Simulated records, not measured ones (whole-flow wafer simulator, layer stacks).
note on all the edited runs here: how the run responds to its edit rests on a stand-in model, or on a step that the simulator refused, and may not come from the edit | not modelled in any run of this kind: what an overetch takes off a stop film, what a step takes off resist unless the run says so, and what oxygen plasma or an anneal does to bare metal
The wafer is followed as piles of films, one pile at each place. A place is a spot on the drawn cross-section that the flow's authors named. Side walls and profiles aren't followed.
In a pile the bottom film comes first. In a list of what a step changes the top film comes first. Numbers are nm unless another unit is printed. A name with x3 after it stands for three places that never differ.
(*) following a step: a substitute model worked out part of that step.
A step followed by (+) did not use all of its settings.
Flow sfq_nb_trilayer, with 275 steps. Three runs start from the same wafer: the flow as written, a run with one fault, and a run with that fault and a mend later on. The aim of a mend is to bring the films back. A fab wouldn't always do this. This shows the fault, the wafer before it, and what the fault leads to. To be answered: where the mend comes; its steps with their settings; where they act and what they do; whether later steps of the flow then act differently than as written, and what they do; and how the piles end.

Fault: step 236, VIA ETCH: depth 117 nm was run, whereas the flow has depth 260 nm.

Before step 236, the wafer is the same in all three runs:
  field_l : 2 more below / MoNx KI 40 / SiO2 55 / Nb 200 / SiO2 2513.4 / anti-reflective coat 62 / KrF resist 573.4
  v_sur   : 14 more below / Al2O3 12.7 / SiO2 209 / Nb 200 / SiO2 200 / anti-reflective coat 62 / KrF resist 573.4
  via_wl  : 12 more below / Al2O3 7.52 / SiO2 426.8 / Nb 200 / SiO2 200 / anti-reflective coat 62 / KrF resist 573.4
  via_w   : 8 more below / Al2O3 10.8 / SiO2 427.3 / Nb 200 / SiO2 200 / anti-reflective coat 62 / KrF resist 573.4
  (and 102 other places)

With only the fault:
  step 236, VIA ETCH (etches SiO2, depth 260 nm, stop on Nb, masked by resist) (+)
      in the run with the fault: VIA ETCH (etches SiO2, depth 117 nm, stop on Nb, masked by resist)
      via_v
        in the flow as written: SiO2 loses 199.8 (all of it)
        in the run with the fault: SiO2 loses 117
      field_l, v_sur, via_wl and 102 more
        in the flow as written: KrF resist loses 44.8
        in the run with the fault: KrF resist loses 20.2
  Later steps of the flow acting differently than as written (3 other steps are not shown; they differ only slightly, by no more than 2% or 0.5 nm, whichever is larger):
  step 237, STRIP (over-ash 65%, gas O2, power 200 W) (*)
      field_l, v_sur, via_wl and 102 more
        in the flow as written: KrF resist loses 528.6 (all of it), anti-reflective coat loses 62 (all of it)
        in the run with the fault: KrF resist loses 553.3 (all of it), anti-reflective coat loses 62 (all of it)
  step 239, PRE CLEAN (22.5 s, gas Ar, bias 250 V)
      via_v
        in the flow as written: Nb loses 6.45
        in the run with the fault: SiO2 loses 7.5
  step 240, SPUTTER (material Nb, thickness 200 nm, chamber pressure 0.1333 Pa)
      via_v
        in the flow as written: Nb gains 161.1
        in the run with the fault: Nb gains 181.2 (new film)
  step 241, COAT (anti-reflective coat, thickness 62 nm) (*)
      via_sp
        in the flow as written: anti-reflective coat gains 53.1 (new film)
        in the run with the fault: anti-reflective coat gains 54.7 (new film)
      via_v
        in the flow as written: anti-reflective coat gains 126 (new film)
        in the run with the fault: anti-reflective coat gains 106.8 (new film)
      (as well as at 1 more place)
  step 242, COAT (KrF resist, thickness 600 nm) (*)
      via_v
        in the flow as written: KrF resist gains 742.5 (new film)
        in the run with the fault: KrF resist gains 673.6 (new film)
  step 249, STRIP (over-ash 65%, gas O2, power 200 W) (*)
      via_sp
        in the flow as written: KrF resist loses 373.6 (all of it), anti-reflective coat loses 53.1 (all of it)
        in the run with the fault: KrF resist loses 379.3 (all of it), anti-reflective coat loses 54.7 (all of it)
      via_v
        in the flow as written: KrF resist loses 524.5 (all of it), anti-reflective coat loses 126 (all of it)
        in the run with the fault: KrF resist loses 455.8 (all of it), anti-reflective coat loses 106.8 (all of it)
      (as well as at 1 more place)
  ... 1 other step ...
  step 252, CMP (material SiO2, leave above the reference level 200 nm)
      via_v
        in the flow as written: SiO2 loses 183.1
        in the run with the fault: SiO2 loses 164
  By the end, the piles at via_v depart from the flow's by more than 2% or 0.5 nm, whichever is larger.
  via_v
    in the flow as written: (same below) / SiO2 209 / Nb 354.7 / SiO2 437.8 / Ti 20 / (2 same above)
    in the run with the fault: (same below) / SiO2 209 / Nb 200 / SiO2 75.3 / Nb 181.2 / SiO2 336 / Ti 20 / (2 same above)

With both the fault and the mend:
  The mend stands after step 237.
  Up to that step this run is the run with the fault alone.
  step 237a, COAT (anti-reflective coat, thickness 62 nm) (*) (the flow's step 229, run once more)
      p4_fl x3, p4_w1 x9, p4_g1 x2 and 63 more
        anti-reflective coat gains 62 (new film)
      ce_r, sp_r, be_r and 12 more
        anti-reflective coat gains 61.9 (new film)
      field_l, v_sur, gap, jj_sur, ce_l, c5j
        anti-reflective coat gains 61.8 (new film)
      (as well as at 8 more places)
  step 237b, COAT (KrF resist, thickness 650 nm) (*) (the flow's step 230, run once more)
      p4_fl x3, p4_w1 x9, p4_g1 x2 and 63 more
        KrF resist gains 650 (new film)
      moat, field_r, lsp_l, ln_m5, lsp_m, ln_m6, l0v
        KrF resist gains 649.7 (new film)
      be_r, r_sur
        KrF resist gains 649.5 (new film)
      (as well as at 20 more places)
  step 237c, SOFTBAKE (KrF resist) (the flow's step 231, run once more)
      leaves every film unchanged at each place that is followed
  step 237d, EXPOSE (photomask I6, dose 11.91 mJ/cm2, NA 0.6, wavelength 248 nm) (*) (the flow's step 232, run once more)
      leaves every film unchanged at each place that is followed
  step 237e, PEB (KrF resist, 90 s) (the flow's step 233, run once more)
      via_sp, wire, ce_l and 93 more
        KrF resist loses 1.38
      field_l, v_sur, via_wl, via_w, be, be_sur, gap, jj_sur
        KrF resist loses 1.37
      via_wr
        KrF resist loses 1.36
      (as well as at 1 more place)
  step 237f, DEVELOP (KrF resist, thickness 650 nm, 60 s) (the flow's step 234, run once more)
      field_l, v_sur, via_wl and 102 more
        KrF resist loses 23.5
      via_v
        KrF resist loses 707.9 (all of it)
  step 237g, VIA ETCH (etches anti-reflective coat, depth 125 nm, masked by resist) (+) (the flow's step 235, run once more)
      field_l, v_sur, via_wl and 102 more
        KrF resist loses 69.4
      via_v
        anti-reflective coat loses 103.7 (all of it), SiO2 loses 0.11
  step 237h, VIA ETCH (etches SiO2, depth 143 nm, stop on Nb, masked by resist) (+) (the flow's step 236, run once more with other settings)
      field_l, v_sur, via_wl and 102 more
        KrF resist loses 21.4
      via_v
        SiO2 loses 82.7 (all of it)
  step 237i, STRIP (over-ash 65%, gas O2, power 200 W) (*) (the flow's step 237, run once more)
      p4_fl x3, p4_w1 x9, p4_g1 x2 and 63 more
        KrF resist loses 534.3 (all of it), anti-reflective coat loses 62 (all of it)
      lsp_l, ln_m5, lsp_m, ln_m6, lsp_r, l0_sur, l0v
        KrF resist loses 534 (all of it), anti-reflective coat loses 61.9 (all of it)
      res, r_end, moat, field_r
        KrF resist loses 533.9 (all of it), anti-reflective coat loses 61.9 (all of it)
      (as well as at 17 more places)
  Later steps of the flow that are run all act as written at every place that is followed.
  By the end, the piles equal the flow's at every place that both follow.
